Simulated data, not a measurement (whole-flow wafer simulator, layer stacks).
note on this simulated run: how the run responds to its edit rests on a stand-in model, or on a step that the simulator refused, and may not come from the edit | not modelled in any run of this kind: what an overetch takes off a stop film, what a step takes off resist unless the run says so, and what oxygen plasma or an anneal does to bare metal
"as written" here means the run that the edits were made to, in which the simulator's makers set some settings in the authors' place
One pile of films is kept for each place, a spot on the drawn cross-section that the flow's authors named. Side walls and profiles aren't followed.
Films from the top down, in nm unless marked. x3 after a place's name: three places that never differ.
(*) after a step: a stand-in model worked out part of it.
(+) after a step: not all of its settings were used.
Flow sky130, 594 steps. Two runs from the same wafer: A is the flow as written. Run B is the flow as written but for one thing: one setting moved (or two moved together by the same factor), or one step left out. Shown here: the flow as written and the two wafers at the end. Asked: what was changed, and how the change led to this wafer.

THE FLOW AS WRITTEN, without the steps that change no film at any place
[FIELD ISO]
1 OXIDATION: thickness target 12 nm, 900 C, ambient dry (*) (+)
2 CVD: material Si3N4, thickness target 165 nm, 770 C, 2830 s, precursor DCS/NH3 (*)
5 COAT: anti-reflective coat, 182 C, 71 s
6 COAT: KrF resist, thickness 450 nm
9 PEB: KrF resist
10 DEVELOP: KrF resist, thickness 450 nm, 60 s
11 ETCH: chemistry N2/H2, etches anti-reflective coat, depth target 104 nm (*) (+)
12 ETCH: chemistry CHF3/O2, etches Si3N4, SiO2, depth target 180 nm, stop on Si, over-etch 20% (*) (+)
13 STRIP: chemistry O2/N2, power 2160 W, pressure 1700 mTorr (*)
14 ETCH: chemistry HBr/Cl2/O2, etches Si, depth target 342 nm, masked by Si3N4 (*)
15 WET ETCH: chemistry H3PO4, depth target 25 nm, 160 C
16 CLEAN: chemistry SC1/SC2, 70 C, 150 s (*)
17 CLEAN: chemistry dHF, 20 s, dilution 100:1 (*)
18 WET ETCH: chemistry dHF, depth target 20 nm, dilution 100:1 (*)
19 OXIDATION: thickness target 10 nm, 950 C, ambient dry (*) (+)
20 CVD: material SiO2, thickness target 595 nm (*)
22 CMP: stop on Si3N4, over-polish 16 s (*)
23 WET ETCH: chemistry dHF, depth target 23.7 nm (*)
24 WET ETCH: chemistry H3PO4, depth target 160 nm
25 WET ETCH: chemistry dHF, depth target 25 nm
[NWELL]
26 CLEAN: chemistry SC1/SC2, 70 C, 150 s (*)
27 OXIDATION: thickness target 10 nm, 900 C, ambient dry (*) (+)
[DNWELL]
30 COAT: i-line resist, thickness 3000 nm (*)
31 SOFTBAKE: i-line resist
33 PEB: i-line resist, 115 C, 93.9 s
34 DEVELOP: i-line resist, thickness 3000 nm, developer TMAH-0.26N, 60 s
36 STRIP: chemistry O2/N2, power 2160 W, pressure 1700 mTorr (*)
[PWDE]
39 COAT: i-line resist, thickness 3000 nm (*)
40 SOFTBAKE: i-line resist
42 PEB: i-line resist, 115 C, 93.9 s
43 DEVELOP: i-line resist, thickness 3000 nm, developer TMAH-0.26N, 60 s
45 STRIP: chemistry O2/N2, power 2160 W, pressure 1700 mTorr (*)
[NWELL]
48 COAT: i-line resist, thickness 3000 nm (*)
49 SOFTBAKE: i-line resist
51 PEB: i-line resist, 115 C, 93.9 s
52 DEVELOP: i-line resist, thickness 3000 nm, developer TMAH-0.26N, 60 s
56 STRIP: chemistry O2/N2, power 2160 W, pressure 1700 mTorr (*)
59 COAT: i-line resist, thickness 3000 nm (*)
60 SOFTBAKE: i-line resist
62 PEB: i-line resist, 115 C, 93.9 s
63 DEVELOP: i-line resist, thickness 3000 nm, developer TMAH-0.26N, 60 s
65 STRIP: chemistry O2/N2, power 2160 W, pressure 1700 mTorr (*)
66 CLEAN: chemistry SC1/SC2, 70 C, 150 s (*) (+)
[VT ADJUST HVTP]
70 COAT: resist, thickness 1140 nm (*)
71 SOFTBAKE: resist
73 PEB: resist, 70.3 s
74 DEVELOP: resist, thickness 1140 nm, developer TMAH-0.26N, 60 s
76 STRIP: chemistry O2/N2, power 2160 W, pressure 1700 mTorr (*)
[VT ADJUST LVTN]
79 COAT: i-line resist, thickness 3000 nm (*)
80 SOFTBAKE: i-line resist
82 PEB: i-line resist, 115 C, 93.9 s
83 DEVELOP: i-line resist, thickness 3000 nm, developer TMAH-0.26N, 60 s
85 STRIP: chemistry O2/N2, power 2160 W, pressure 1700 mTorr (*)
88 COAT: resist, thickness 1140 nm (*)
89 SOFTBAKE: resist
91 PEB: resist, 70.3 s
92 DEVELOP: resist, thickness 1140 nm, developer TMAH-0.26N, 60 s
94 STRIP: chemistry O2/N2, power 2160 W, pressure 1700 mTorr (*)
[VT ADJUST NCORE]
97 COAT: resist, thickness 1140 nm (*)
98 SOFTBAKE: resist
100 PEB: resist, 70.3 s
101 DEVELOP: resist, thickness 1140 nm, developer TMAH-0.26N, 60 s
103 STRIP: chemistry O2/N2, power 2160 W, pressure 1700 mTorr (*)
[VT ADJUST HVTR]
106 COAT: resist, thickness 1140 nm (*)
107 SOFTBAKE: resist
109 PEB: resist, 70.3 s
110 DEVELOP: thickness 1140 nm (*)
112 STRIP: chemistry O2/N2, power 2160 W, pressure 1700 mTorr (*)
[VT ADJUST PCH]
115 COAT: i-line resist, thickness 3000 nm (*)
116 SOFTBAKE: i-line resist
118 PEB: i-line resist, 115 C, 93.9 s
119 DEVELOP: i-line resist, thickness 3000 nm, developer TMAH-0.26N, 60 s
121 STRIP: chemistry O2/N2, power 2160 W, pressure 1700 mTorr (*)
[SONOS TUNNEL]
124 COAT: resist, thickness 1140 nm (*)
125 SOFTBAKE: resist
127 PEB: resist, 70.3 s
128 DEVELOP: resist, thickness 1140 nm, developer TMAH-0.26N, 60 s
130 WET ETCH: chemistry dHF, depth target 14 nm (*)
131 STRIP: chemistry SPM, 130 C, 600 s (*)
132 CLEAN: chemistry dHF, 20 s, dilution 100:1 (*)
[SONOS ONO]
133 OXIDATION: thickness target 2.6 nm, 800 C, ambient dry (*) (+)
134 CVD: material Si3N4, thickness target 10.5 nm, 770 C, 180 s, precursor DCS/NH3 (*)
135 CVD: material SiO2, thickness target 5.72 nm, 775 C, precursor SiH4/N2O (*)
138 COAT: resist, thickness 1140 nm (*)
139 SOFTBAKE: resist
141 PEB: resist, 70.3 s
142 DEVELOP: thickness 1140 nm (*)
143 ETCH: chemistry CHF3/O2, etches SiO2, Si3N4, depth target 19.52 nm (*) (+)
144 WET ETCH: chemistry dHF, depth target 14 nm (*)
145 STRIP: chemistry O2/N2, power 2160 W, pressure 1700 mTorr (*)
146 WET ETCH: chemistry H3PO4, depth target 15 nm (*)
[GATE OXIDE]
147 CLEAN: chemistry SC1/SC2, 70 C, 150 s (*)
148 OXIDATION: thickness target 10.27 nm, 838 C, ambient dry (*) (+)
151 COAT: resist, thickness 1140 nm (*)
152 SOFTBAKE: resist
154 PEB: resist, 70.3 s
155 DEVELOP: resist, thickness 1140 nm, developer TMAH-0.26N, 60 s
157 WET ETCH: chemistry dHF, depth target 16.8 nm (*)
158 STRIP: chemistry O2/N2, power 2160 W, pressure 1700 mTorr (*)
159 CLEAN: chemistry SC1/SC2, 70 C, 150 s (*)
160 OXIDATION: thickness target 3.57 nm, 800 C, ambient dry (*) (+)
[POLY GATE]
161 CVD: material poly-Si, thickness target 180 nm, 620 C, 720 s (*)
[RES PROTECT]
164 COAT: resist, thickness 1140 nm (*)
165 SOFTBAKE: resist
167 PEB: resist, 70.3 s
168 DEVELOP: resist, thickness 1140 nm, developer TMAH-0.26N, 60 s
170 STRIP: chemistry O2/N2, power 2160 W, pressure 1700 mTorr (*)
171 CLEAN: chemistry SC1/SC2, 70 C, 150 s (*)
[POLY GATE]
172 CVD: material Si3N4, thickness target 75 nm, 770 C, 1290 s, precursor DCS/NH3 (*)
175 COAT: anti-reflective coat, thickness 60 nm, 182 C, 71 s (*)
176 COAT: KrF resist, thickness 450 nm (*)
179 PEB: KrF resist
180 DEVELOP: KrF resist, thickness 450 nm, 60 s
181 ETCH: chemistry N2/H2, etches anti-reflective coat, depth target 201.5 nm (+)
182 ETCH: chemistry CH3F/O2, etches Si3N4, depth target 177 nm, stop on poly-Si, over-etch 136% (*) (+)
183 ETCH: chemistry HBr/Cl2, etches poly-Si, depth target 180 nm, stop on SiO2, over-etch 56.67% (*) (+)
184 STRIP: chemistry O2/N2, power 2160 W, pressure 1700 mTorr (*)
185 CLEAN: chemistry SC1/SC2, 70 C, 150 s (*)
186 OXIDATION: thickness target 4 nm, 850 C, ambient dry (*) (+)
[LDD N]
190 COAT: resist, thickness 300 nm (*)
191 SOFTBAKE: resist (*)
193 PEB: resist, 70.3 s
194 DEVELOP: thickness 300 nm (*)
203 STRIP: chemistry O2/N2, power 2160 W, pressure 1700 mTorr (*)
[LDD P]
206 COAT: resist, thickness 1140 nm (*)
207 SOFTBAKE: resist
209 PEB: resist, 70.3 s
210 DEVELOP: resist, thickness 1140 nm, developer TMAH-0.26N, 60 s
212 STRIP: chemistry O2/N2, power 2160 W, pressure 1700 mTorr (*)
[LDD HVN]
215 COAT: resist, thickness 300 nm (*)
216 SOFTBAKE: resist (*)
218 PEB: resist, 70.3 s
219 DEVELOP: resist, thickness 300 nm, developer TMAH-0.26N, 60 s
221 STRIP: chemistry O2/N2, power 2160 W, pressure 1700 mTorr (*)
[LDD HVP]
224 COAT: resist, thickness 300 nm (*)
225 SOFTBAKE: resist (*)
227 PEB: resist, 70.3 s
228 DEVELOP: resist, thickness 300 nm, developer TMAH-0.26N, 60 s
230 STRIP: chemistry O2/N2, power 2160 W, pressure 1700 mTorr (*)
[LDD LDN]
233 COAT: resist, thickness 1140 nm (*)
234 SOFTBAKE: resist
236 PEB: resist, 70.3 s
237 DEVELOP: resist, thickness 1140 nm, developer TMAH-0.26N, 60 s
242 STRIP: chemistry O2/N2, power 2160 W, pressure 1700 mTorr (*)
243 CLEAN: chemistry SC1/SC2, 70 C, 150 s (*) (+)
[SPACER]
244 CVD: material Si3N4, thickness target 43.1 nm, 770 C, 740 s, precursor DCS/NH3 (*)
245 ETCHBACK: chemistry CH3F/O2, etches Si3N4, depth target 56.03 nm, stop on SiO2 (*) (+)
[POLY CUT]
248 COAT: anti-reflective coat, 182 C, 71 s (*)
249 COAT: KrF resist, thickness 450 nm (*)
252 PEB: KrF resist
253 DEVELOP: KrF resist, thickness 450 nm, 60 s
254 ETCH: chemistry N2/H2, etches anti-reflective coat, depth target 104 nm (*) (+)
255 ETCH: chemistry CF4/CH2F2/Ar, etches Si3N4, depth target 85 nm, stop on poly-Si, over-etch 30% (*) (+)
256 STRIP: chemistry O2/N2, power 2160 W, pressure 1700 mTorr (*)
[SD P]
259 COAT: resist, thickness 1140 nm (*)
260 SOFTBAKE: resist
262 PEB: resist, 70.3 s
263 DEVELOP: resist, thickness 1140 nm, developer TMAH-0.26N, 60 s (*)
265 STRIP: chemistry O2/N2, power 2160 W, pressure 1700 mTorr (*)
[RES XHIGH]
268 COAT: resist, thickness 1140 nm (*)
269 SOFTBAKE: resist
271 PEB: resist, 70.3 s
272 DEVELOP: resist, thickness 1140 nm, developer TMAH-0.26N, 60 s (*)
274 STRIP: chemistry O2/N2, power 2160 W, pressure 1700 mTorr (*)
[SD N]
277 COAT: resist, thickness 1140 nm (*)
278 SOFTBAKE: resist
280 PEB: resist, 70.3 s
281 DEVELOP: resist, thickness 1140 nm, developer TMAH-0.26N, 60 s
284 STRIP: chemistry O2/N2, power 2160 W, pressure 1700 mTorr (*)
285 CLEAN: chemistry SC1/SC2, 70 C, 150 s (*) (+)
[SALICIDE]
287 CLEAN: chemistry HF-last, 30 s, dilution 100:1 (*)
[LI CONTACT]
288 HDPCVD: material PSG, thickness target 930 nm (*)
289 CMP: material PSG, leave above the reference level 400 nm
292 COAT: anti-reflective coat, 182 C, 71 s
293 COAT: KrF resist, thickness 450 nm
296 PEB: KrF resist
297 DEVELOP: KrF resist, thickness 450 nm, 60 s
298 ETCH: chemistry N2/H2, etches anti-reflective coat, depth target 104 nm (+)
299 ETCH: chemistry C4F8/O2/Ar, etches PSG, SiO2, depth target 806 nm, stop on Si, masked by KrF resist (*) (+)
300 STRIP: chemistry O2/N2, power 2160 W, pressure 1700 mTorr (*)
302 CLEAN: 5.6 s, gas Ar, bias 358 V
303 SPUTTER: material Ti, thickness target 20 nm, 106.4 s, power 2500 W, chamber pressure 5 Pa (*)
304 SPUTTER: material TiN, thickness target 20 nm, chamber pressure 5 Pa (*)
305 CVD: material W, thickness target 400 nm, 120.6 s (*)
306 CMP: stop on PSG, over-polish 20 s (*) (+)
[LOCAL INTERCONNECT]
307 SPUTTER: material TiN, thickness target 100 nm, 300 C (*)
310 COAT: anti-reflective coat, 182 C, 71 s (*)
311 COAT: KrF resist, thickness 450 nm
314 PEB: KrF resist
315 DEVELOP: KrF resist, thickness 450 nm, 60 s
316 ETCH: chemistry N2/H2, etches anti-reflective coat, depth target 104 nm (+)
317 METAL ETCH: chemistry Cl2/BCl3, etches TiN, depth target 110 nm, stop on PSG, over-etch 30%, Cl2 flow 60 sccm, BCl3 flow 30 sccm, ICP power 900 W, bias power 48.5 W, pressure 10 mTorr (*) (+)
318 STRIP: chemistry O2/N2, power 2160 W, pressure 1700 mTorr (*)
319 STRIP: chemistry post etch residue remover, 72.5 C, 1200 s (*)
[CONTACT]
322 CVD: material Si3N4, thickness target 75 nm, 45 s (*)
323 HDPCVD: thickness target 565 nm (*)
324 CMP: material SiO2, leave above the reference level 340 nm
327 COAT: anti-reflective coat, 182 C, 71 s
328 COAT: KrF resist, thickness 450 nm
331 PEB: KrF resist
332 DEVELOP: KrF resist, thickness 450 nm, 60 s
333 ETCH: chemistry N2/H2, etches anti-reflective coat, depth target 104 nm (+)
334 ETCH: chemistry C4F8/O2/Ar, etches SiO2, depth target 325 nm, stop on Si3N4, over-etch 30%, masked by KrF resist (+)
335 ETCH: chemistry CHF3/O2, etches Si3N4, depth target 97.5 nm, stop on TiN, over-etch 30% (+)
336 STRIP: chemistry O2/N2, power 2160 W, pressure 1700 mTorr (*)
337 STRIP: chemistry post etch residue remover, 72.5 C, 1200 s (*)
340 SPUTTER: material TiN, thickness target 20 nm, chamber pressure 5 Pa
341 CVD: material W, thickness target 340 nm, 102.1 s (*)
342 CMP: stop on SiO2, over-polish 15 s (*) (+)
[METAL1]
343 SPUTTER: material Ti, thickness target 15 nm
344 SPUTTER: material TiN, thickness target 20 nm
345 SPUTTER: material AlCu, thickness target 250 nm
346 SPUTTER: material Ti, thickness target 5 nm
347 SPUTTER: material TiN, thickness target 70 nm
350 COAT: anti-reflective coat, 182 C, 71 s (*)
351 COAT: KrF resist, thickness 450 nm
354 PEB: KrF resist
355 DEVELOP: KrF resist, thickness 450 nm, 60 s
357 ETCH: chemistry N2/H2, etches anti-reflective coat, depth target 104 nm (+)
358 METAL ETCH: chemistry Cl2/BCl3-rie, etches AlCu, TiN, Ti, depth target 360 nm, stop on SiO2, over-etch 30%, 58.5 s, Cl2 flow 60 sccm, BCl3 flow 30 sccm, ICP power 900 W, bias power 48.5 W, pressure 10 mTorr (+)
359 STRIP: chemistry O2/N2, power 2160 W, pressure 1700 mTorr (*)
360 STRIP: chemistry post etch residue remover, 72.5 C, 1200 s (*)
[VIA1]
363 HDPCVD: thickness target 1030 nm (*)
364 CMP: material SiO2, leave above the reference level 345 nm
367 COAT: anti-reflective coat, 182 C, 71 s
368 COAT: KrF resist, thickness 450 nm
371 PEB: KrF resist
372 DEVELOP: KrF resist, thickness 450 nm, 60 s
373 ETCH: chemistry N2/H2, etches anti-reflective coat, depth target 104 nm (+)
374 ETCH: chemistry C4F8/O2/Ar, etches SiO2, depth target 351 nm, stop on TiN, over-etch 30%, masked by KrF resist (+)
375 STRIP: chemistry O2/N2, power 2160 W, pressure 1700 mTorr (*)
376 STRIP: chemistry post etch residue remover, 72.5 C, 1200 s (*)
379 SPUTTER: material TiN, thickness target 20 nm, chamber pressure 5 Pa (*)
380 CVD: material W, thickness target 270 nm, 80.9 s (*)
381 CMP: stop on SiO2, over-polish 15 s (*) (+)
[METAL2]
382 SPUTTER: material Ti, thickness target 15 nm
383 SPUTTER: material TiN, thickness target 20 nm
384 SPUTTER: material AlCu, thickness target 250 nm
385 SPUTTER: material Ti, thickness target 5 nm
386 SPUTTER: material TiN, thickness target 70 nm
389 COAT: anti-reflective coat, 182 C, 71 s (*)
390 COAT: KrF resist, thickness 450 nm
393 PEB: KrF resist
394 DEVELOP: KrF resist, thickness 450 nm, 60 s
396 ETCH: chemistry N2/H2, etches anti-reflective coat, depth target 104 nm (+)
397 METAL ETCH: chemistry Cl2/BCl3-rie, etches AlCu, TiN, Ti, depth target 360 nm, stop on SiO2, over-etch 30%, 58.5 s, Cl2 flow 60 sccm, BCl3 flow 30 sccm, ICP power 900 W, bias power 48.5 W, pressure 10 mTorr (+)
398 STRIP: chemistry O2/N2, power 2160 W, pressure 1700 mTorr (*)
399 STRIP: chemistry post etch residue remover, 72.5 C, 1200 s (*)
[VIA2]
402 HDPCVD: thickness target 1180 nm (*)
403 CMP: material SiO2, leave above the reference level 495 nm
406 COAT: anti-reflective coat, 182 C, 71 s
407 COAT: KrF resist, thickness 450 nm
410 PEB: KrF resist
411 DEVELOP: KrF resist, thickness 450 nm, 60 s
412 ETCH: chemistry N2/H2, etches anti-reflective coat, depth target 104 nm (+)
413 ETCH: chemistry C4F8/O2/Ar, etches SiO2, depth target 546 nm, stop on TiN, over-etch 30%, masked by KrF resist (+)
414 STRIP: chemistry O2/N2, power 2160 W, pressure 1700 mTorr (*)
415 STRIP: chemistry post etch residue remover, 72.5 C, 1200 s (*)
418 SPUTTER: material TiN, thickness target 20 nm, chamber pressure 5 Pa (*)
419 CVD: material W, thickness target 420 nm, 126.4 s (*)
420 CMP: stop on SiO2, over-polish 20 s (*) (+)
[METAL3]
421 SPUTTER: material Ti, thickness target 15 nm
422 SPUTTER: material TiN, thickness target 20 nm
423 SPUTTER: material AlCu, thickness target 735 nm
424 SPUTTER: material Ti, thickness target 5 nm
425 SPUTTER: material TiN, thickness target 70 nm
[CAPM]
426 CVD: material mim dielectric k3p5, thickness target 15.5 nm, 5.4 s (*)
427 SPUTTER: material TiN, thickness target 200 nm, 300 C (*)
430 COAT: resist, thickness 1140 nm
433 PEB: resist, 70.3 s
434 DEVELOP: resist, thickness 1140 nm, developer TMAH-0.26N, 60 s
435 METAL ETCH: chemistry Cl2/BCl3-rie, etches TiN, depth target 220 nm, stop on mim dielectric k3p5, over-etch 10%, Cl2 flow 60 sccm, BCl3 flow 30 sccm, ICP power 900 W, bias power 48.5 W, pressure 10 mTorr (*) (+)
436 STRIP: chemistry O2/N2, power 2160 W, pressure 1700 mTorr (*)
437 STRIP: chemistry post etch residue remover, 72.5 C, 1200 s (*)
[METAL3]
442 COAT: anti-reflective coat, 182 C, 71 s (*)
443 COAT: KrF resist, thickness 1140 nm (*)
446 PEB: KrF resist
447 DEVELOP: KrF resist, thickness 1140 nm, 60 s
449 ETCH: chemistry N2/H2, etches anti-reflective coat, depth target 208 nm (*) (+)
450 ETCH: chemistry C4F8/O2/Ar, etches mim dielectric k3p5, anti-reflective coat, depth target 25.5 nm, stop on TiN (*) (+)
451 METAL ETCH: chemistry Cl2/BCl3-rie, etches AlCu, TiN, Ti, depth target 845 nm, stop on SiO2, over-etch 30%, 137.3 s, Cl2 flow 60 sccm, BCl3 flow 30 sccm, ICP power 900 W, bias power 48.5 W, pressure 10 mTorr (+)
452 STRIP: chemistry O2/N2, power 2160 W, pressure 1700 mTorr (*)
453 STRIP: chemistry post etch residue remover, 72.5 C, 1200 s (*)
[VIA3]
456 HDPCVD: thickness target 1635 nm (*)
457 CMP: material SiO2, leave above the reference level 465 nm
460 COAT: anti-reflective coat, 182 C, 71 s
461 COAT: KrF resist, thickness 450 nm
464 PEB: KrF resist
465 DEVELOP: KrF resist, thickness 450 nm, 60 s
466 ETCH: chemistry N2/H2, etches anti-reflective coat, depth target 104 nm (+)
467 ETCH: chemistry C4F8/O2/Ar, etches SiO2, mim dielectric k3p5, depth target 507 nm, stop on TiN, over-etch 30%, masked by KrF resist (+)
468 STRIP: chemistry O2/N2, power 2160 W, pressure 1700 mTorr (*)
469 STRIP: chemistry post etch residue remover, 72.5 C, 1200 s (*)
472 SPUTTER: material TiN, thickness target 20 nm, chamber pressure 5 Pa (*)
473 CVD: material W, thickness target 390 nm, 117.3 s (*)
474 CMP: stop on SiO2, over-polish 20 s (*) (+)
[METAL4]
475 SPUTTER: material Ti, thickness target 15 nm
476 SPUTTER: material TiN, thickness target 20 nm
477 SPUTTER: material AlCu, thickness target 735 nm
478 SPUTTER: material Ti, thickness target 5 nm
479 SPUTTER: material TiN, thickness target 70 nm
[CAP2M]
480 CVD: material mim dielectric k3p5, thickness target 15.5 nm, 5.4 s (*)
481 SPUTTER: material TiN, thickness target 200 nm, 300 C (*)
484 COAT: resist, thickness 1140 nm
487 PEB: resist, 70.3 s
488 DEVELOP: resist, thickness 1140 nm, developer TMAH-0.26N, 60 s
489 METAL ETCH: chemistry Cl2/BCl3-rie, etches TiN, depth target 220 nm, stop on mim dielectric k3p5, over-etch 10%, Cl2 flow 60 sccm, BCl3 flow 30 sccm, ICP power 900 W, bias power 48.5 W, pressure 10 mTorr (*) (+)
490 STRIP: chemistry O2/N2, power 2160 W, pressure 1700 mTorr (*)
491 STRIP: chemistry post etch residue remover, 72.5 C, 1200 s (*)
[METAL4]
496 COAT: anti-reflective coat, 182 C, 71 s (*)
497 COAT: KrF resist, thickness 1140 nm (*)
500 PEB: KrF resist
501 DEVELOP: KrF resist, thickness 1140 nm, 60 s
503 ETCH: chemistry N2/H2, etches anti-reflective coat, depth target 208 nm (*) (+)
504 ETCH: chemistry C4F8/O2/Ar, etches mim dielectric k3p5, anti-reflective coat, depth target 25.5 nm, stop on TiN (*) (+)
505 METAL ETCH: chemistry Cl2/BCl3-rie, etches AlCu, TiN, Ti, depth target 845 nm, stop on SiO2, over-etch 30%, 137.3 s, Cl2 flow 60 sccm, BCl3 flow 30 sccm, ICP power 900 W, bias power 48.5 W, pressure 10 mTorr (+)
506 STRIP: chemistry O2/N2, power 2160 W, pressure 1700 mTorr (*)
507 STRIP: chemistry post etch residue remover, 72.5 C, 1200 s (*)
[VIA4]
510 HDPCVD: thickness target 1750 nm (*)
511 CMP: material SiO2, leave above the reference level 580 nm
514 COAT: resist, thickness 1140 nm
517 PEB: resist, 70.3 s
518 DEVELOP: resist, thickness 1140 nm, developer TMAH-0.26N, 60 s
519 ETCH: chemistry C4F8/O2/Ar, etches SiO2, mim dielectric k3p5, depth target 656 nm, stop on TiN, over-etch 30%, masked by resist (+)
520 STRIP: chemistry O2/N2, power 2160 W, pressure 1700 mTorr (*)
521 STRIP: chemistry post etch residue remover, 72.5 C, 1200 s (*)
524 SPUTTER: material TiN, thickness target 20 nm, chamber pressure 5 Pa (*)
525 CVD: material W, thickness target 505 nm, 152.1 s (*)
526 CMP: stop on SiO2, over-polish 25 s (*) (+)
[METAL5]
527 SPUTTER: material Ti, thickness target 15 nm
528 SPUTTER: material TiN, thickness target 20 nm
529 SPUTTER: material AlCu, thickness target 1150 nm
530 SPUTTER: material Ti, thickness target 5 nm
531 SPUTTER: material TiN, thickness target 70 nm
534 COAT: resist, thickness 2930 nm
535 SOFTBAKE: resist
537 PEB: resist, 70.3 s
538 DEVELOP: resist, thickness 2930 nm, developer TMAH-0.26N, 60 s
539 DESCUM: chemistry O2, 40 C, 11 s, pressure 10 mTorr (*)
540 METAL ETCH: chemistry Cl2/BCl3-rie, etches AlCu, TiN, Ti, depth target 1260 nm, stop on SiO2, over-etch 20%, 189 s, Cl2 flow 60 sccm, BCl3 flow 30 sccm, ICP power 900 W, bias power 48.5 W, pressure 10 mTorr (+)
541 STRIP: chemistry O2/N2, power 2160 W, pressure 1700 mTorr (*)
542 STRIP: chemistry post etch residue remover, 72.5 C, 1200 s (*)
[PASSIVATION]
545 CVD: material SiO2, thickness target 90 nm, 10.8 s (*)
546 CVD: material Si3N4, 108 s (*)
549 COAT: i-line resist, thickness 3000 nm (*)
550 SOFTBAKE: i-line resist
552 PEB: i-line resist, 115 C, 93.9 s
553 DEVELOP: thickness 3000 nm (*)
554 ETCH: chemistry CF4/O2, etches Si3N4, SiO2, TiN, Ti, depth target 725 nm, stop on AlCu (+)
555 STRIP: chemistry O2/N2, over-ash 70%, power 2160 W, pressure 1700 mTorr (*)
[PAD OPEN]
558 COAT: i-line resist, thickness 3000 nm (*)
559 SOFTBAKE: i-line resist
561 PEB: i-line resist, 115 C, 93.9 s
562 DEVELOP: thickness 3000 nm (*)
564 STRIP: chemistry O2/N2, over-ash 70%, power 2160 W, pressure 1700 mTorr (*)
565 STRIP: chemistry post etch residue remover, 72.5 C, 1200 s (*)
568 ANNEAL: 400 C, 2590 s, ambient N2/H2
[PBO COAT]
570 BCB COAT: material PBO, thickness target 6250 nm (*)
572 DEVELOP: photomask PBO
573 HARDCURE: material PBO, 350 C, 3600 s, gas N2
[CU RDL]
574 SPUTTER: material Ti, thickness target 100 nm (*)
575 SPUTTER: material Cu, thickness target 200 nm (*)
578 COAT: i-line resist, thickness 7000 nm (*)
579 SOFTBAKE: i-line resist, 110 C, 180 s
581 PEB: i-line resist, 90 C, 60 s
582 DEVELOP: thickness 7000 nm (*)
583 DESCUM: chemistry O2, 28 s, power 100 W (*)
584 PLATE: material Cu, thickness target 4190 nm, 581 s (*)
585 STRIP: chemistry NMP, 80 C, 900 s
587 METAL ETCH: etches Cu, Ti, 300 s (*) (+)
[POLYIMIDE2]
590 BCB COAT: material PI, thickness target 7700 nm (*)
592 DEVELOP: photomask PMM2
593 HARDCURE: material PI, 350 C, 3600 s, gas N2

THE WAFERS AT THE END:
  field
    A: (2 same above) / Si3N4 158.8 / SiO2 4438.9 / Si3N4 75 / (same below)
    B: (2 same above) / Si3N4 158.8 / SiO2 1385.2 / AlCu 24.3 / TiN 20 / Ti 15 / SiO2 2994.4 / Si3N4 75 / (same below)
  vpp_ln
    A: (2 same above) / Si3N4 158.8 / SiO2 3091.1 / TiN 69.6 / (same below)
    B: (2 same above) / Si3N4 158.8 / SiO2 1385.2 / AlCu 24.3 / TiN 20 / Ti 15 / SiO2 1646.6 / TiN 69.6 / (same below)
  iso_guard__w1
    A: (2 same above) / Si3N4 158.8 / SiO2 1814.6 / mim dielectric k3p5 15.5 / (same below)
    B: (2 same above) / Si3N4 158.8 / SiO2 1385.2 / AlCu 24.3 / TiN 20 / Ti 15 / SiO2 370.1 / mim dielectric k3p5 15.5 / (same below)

The cause: step 505, METAL ETCH: depth target 600 nm was run, where the flow has depth target 845 nm; step 505, METAL ETCH: 97.5 s was run, where the flow has 137.3 s.

How the change led to this, step by step:
  505 METAL ETCH: chemistry Cl2/BCl3-rie, etches AlCu, TiN, Ti, depth target 845 nm, stop on SiO2, over-etch 30%, 137.3 s, Cl2 flow 60 sccm, BCl3 flow 30 sccm, ICP power 900 W, bias power 48.5 W, pressure 10 mTorr (+)
      field, gate, spacer and 68 more: A TiN -70 (all of it), Ti -5 (all of it), AlCu -735 (all of it), TiN -20 (all of it), Ti -15 (all of it), SiO2 -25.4 | B TiN -70 (all of it), Ti -5 (all of it), AlCu -705
      active, vpp_iso1, mim_edge_plate and 14 more: A TiN -70 (all of it), Ti -5 (all of it), AlCu -735 (all of it), TiN -20 (all of it), Ti -15 (all of it), SiO2 -25.3 | B TiN -70 (all of it), Ti -5 (all of it), AlCu -705
      (and at 105 more places)
  506 STRIP: chemistry O2/N2, power 2160 W, pressure 1700 mTorr (*)
      gate_hv, mim, dice_street and 74 more: A KrF resist -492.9 (all of it), anti-reflective coat -80 (all of it) | B KrF resist -652.2 (all of it), anti-reflective coat -80 (all of it)
      n_well, p_well, sd_n and 6 more: A KrF resist -492.9 (all of it), anti-reflective coat -80 (all of it) | B KrF resist -652.1 (all of it), anti-reflective coat -80 (all of it)
      (and at 19 more places)
  507 STRIP: chemistry post etch residue remover, 72.5 C, 1200 s (*)
      field, active, gate and 85 more: A nothing | B AlCu -5.72
  510 HDPCVD: thickness target 1750 nm (*)
      field, active, gate and 85 more: A SiO2 +1750 | B SiO2 +1750 (new film)
  511 CMP: material SiO2, leave above the reference level 580 nm
      field, active, gate and 77 more: A SiO2 -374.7 | B SiO2 -459.3
      iso_guard__w1, mim_edge_gap, vpp_l1ln, vpp_m3ln, rpm_encl, via2_enc, rpm_encl_psd, iso_guard_nsd_tip: A SiO2 -374.6 | B SiO2 -459.3
Counting metal films that touch as one body, field has 1 body; the flow as written gives 0 bodies.
Counting metal films that touch as one body, vpp_ln has 3 bodies (between them, from the top down: SiO2 1646.6; SiO2 267.2); the flow as written gives 2 bodies (between them, from the top down: SiO2 267.2).
Counting metal films that touch as one body, iso_guard__w1 has 2 bodies (between them, from the top down: SiO2 370.1 / mim dielectric k3p5 15.5); the flow as written gives 1 body.
